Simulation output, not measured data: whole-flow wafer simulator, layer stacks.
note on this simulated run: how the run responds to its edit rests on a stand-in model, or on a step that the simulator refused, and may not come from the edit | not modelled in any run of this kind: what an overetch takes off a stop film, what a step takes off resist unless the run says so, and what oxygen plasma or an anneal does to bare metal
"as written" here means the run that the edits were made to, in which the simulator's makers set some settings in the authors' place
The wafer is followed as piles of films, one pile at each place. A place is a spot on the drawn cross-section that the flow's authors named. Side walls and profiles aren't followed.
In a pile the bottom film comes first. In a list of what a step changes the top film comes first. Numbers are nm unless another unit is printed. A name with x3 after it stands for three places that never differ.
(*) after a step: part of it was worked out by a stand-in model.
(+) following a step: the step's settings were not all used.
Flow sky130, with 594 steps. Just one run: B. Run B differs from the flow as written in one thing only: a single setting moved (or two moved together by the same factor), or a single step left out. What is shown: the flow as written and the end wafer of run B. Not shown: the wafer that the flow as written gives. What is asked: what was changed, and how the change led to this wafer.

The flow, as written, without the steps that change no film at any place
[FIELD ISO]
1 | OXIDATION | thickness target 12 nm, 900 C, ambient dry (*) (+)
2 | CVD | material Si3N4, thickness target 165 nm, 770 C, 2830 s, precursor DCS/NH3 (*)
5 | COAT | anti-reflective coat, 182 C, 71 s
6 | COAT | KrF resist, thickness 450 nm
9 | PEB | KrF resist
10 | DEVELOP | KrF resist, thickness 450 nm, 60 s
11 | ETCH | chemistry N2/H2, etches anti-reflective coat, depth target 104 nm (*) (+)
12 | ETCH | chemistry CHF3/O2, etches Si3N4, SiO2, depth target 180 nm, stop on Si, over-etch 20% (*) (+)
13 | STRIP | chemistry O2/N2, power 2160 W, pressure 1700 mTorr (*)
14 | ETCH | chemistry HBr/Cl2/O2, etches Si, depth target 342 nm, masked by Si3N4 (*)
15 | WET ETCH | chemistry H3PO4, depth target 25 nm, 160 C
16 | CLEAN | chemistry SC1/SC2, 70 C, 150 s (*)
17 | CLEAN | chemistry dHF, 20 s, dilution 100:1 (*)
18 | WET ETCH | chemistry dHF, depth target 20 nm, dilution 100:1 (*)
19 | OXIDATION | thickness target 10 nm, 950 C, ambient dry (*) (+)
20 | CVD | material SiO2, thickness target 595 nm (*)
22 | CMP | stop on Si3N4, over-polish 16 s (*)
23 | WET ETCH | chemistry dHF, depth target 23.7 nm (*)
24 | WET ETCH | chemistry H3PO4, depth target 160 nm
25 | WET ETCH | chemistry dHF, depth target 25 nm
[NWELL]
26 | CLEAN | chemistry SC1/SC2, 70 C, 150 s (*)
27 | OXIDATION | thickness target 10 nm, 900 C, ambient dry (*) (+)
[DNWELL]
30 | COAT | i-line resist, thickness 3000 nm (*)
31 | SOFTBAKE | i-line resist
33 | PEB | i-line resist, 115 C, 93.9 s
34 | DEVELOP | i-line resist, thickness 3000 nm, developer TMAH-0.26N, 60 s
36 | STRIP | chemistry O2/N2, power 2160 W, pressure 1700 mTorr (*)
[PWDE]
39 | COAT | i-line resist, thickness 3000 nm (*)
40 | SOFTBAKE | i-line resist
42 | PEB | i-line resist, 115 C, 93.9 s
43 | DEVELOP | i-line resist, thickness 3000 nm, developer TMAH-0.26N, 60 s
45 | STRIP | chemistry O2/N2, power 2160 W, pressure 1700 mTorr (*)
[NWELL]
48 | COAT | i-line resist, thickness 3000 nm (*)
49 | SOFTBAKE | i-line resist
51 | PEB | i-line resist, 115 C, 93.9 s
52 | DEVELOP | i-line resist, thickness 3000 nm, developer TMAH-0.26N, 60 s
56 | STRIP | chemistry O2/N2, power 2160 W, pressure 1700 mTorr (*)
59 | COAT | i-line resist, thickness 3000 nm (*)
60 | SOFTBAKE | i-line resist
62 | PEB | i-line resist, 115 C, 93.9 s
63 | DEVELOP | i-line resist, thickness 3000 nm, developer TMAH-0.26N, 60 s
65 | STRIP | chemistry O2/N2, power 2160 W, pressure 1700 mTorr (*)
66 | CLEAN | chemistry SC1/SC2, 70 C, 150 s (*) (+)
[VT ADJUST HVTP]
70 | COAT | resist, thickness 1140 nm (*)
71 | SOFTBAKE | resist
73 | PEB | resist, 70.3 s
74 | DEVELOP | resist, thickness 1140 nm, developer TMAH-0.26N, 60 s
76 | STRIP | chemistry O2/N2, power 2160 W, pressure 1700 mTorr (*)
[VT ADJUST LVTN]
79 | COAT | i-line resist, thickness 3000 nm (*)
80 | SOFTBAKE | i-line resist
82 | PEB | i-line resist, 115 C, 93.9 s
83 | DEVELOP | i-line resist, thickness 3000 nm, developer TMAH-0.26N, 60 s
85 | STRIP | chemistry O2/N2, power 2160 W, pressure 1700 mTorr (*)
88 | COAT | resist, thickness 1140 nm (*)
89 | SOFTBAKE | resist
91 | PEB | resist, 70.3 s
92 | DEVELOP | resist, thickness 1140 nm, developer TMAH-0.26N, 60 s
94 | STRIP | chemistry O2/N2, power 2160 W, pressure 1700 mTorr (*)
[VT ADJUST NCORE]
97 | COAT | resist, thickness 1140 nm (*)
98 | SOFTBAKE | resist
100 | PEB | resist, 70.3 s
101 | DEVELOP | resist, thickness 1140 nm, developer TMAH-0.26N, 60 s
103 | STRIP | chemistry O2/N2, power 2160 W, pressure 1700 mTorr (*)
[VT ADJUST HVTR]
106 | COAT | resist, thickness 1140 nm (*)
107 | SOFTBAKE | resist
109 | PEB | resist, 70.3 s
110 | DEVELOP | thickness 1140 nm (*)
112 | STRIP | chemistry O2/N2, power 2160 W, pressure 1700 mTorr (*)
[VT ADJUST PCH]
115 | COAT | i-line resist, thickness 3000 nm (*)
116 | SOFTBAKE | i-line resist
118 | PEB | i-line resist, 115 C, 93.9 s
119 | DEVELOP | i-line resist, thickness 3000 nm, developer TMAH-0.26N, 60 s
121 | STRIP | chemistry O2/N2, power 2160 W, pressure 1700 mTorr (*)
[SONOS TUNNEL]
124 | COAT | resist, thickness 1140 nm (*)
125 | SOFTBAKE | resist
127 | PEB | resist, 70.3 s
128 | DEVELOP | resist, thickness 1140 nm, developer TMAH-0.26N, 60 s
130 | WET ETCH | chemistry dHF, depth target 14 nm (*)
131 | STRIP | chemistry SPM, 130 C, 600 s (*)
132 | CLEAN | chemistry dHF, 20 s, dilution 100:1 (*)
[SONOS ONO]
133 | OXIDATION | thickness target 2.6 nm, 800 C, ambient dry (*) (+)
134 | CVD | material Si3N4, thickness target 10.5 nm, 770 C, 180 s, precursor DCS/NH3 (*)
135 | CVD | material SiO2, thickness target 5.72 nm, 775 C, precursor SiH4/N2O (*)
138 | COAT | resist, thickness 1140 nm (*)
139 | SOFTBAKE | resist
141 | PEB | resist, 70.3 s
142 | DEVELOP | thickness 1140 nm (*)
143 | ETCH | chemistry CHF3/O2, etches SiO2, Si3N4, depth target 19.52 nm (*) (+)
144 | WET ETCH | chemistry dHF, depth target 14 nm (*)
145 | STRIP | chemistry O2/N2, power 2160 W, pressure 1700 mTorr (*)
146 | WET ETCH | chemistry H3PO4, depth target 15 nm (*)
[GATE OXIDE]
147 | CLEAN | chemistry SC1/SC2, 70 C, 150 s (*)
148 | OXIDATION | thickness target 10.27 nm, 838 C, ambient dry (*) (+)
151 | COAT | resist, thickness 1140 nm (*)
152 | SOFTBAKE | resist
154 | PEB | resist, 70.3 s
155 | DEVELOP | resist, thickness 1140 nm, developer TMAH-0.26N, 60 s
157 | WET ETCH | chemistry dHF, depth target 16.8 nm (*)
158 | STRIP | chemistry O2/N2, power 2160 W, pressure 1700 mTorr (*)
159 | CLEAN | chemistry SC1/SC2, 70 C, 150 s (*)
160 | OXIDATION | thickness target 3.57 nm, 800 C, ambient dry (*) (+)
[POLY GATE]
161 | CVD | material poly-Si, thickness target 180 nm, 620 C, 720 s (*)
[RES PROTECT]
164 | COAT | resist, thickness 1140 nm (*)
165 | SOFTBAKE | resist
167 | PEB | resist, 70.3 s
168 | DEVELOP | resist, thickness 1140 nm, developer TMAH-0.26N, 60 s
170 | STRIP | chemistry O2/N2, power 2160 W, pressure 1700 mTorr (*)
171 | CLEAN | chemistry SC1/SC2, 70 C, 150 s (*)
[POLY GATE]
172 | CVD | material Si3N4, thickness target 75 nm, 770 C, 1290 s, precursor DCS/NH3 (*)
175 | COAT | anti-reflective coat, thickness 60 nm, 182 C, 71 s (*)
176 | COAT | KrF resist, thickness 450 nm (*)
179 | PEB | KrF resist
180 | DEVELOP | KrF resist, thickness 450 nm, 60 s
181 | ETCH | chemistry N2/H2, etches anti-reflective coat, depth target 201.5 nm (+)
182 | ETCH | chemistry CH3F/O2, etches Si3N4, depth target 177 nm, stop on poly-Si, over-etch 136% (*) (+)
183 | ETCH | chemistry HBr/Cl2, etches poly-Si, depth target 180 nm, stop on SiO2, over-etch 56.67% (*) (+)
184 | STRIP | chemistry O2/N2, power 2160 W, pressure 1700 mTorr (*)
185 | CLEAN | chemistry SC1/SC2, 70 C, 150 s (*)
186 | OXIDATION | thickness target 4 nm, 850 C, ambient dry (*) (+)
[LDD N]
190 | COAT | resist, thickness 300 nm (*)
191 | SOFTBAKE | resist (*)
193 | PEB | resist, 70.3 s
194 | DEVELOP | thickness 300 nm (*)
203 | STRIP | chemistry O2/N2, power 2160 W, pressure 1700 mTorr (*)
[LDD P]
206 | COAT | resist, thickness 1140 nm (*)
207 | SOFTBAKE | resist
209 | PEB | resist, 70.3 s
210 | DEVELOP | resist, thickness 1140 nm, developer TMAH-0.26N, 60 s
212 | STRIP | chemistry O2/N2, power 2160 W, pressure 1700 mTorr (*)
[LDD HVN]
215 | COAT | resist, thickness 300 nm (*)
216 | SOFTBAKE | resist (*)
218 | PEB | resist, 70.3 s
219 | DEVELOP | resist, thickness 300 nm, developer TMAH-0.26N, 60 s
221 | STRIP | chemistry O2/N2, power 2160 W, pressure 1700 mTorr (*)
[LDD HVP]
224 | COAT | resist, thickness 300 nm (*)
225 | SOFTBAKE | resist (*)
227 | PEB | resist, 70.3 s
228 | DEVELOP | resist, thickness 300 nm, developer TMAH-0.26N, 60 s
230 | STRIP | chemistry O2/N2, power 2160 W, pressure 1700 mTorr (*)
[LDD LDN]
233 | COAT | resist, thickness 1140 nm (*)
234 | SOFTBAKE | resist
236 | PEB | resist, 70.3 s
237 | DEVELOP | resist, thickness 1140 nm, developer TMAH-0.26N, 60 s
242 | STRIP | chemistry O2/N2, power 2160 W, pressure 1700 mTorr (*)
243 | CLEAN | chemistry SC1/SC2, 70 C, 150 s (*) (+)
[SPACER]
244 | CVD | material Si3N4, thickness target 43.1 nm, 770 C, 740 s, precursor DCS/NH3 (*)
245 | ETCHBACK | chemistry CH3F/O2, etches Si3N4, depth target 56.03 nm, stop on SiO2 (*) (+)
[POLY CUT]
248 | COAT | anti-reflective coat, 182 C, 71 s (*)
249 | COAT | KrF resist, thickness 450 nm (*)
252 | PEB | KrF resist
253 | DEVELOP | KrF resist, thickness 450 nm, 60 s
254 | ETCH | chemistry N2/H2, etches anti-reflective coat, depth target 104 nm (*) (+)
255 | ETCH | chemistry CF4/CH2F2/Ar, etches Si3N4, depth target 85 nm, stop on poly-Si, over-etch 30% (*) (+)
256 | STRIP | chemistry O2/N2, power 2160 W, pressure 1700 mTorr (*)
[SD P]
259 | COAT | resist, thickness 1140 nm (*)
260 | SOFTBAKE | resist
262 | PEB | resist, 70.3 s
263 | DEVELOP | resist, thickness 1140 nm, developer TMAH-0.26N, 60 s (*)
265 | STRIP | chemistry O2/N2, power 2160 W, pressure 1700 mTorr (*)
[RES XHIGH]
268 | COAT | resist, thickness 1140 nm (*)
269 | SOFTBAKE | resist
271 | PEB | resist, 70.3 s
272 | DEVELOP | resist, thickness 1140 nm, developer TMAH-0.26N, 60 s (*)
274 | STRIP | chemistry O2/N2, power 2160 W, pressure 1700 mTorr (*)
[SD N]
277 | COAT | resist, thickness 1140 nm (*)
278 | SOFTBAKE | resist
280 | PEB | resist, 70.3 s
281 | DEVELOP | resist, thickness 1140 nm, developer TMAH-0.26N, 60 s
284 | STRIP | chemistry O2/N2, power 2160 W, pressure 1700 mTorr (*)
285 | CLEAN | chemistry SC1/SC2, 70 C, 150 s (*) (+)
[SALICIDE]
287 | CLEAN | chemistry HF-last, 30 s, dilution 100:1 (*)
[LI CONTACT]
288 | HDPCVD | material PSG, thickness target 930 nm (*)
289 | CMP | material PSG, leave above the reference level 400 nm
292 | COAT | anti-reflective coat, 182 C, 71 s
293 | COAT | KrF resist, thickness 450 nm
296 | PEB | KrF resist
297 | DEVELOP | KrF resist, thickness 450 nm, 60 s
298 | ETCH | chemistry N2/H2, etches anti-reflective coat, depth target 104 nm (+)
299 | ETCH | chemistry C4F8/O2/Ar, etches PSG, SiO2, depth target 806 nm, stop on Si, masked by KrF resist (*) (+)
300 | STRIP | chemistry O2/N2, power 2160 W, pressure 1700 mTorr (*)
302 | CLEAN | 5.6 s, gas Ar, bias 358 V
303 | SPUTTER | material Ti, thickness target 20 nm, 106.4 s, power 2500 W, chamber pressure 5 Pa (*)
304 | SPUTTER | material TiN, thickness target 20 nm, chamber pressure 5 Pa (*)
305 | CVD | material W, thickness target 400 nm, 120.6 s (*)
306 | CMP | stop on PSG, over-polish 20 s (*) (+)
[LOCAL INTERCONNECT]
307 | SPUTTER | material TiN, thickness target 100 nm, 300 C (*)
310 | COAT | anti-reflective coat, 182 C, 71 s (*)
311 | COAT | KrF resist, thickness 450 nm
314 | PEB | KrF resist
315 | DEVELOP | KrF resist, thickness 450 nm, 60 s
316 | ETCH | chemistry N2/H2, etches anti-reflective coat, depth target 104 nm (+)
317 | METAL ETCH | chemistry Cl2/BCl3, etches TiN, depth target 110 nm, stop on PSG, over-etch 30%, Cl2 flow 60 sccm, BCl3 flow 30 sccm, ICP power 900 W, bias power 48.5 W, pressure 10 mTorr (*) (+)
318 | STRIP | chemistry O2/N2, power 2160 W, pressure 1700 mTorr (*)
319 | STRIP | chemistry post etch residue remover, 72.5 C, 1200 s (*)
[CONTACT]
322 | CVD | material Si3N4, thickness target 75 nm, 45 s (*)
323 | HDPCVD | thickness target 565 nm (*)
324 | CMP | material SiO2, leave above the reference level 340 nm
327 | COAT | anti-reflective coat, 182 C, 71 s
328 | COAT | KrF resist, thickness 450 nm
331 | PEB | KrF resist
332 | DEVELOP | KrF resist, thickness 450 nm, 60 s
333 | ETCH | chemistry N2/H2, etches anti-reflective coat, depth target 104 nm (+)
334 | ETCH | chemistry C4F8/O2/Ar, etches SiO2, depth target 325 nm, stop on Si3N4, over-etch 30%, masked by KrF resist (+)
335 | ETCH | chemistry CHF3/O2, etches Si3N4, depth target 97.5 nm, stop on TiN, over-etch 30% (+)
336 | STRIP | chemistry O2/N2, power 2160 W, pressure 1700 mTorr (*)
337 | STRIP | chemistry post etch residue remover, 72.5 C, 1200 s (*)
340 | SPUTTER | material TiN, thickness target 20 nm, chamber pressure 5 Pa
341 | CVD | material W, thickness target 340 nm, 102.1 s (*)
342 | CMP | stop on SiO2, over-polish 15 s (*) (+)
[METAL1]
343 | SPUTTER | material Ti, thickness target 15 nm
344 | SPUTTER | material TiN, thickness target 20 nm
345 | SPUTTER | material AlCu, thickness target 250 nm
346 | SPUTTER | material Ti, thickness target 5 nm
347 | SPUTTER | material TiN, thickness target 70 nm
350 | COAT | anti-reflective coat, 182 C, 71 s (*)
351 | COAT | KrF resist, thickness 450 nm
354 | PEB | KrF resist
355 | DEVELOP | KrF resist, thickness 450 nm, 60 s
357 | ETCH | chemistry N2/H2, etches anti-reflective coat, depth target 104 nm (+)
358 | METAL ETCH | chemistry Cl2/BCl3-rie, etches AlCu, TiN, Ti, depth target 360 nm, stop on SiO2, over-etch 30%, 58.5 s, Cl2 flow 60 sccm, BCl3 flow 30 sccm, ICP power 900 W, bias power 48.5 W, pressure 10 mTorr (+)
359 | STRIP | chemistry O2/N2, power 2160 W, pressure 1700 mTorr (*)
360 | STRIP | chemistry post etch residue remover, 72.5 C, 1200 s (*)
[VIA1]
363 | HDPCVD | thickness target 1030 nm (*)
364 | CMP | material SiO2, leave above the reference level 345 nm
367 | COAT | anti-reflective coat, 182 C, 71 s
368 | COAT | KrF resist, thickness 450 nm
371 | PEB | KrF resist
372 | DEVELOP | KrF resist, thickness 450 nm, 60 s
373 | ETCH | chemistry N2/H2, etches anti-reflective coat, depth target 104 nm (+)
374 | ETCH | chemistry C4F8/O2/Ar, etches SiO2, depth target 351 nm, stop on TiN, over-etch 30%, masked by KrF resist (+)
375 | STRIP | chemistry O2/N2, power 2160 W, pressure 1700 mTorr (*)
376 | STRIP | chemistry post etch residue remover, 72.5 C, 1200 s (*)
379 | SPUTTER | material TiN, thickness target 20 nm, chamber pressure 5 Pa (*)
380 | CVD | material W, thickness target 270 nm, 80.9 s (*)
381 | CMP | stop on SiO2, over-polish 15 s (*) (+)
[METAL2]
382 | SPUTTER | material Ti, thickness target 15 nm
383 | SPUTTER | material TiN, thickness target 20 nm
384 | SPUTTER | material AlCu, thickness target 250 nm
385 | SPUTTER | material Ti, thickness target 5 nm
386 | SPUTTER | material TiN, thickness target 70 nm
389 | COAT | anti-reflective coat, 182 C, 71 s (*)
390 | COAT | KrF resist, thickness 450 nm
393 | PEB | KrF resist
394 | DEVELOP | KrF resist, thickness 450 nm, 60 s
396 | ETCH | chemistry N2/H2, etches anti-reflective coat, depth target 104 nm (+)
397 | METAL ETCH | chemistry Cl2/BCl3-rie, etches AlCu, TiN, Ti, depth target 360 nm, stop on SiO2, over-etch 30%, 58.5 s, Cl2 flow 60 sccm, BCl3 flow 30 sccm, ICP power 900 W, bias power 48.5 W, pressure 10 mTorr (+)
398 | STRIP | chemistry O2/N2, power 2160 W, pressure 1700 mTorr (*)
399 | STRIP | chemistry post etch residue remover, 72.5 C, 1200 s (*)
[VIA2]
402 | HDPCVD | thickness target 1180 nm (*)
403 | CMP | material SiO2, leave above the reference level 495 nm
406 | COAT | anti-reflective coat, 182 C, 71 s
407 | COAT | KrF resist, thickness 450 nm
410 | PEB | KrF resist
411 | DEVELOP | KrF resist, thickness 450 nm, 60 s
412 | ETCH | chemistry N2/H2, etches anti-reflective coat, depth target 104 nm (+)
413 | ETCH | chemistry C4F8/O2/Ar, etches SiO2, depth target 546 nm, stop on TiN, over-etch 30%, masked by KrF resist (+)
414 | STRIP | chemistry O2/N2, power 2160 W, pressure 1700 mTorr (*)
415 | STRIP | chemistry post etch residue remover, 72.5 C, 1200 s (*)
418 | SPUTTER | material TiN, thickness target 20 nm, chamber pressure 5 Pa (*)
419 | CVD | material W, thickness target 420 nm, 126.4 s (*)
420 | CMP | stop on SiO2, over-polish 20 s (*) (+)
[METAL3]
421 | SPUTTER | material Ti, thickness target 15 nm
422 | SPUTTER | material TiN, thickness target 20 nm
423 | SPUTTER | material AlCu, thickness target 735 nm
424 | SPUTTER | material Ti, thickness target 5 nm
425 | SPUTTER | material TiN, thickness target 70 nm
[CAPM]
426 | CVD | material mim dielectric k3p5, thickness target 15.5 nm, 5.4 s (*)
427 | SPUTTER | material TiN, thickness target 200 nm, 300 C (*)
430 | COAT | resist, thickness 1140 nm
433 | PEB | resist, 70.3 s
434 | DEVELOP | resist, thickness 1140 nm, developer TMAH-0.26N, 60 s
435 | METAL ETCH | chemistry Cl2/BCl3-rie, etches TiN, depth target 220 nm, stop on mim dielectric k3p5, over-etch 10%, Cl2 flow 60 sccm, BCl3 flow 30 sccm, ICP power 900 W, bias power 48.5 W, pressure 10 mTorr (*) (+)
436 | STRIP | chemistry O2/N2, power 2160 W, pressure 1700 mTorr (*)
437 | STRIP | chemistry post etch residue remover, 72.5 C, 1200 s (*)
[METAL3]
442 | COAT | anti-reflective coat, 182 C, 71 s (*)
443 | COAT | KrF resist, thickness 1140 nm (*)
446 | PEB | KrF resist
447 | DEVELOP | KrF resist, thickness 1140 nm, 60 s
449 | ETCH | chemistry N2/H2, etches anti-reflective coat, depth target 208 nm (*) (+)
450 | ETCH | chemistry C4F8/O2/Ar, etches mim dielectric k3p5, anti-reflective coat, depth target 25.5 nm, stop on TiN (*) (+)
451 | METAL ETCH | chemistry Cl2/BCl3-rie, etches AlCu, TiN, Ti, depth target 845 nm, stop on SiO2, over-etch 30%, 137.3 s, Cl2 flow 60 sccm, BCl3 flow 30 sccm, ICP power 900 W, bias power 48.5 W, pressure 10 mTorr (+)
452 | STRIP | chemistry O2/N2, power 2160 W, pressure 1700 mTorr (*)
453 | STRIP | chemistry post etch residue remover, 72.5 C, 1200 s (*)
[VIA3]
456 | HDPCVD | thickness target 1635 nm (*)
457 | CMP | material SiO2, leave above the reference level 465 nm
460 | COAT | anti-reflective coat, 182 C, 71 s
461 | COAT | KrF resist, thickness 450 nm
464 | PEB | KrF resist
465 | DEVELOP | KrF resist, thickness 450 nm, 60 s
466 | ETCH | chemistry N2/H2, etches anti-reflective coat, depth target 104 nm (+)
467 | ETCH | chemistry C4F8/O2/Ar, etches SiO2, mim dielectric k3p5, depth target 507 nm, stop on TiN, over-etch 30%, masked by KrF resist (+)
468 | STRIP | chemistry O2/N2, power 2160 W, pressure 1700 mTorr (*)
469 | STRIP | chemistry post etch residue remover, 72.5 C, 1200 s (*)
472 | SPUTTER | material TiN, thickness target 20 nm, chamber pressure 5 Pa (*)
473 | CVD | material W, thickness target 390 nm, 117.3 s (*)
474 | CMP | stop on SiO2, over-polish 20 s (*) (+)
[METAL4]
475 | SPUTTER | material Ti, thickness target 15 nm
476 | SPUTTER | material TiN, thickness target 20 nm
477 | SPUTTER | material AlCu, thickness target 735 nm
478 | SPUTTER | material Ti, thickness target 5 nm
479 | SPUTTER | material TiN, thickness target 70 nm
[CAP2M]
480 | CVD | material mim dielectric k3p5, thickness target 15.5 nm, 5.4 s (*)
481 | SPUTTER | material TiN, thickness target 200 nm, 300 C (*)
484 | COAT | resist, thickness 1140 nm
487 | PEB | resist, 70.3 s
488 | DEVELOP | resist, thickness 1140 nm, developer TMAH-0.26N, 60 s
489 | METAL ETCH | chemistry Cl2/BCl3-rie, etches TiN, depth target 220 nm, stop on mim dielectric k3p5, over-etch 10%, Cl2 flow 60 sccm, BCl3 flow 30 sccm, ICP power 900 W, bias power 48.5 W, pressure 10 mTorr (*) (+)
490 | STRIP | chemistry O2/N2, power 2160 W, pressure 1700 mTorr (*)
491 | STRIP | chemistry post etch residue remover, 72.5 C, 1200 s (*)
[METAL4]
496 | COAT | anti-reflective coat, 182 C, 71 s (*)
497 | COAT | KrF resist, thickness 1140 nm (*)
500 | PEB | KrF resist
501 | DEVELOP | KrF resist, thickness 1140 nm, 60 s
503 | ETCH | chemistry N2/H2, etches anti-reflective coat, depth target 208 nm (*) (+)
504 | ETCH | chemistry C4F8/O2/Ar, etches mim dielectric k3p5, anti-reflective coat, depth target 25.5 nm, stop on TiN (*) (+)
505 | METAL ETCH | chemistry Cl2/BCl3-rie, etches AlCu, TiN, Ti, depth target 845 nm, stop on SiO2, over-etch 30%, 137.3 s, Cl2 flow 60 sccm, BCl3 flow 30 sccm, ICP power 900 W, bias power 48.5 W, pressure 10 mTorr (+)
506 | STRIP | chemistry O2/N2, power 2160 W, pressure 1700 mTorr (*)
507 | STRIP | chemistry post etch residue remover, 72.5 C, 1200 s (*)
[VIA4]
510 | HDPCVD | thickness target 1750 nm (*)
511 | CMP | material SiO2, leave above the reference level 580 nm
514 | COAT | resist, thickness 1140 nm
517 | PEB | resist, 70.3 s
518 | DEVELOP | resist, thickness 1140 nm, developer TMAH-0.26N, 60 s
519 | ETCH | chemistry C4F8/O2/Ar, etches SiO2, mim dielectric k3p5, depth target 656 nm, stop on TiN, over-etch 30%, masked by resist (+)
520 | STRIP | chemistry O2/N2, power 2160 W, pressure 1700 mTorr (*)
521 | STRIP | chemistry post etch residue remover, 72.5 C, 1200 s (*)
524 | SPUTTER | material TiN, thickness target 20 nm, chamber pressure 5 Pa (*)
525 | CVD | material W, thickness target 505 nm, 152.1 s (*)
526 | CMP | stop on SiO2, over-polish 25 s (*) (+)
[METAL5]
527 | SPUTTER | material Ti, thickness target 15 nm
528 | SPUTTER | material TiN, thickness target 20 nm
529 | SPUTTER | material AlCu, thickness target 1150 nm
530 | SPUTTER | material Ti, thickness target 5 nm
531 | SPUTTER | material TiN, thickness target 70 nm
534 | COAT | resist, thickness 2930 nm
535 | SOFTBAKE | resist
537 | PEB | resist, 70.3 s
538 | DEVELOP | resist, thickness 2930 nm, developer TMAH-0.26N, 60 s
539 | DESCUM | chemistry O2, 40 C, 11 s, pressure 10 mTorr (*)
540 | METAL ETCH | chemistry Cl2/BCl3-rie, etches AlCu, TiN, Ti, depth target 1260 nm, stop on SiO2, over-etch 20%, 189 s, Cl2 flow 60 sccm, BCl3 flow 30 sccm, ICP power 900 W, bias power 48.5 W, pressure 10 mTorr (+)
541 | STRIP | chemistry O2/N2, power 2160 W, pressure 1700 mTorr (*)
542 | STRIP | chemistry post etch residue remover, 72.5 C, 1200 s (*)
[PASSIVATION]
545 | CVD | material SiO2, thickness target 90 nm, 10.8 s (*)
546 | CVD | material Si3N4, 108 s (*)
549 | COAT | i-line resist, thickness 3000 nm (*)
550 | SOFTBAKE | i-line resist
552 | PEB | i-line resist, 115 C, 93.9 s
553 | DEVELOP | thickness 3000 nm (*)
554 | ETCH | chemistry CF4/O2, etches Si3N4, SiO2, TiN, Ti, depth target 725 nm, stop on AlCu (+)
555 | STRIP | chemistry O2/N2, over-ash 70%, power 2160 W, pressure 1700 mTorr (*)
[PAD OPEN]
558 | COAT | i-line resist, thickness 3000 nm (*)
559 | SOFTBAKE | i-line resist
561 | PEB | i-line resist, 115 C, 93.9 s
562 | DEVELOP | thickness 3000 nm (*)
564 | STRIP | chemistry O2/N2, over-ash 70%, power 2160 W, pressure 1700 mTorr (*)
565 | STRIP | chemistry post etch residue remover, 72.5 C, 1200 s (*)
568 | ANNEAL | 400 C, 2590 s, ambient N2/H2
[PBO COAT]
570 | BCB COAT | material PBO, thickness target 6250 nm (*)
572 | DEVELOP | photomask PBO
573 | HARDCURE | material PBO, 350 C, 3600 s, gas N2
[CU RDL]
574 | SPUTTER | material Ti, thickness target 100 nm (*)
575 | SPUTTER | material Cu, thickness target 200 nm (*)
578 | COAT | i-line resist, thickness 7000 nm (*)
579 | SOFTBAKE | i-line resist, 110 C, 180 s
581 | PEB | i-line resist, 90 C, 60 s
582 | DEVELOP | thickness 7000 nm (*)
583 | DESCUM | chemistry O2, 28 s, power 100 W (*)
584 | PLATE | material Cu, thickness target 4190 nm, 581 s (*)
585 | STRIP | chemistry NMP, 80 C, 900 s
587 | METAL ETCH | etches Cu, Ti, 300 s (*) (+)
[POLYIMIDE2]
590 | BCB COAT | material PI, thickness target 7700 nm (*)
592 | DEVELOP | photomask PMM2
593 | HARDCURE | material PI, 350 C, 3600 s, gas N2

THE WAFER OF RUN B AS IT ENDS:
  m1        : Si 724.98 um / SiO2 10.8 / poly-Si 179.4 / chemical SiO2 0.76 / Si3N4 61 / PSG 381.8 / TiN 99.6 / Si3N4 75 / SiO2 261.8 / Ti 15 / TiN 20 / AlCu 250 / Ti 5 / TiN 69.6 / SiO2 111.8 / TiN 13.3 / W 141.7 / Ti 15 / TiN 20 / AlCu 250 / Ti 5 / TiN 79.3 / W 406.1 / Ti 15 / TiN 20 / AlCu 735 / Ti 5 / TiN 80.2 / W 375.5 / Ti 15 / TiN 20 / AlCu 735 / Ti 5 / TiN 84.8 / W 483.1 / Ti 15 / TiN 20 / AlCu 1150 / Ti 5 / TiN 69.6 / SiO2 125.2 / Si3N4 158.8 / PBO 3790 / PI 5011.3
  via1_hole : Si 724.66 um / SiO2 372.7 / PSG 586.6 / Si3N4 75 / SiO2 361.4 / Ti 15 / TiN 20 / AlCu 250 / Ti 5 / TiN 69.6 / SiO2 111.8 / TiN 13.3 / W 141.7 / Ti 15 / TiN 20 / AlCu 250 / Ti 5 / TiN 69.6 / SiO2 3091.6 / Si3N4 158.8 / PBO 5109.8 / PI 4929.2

Cause: step 374, ETCH: depth target 158 nm was run, while the flow as written has depth target 351 nm.

Step by step, how the change led to this:
  374 | ETCH | chemistry C4F8/O2/Ar, etches SiO2, depth target 351 nm, stop on TiN, over-etch 30%, masked by KrF resist (+)
      m1, via1_hole: SiO2 loses 158 (as written it would have been: SiO2 loses 269.8 (all of it))
      field, active, n_well and 186 more: KrF resist loses 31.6 (as written it would have been: KrF resist loses 70.1)
  375 | STRIP | chemistry O2/N2, power 2160 W, pressure 1700 mTorr (*)
      field, active, n_well and 186 more: KrF resist loses 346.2 (all of it), anti-reflective coat loses 80 (all of it) (as written it would have been: KrF resist loses 307.7 (all of it), anti-reflective coat loses 80 (all of it))
  379 | SPUTTER | material TiN, thickness target 20 nm, chamber pressure 5 Pa (*)
      m1: TiN gains 13.3 (new film) (as written it would have been: TiN gains 11)
      via1_hole: TiN gains 13.3 (new film) (as written it would have been: TiN gains 10.9)
  380 | CVD | material W, thickness target 270 nm, 80.9 s (*)
      m1, via1_hole: W gains 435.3 (new film) (as written it would have been: W gains 549.9 (new film))
With metal films that touch counted as one body, m1 has 3 bodies (between them, from the top down: SiO2 111.8; SiO2 261.8 / Si3N4 75); the flow as written gives 2 bodies (between them, from the top down: SiO2 261.8 / Si3N4 75).
With metal films that touch counted as one body, via1_hole has 2 bodies (between them, from the top down: SiO2 111.8); the flow as written gives 1 body.
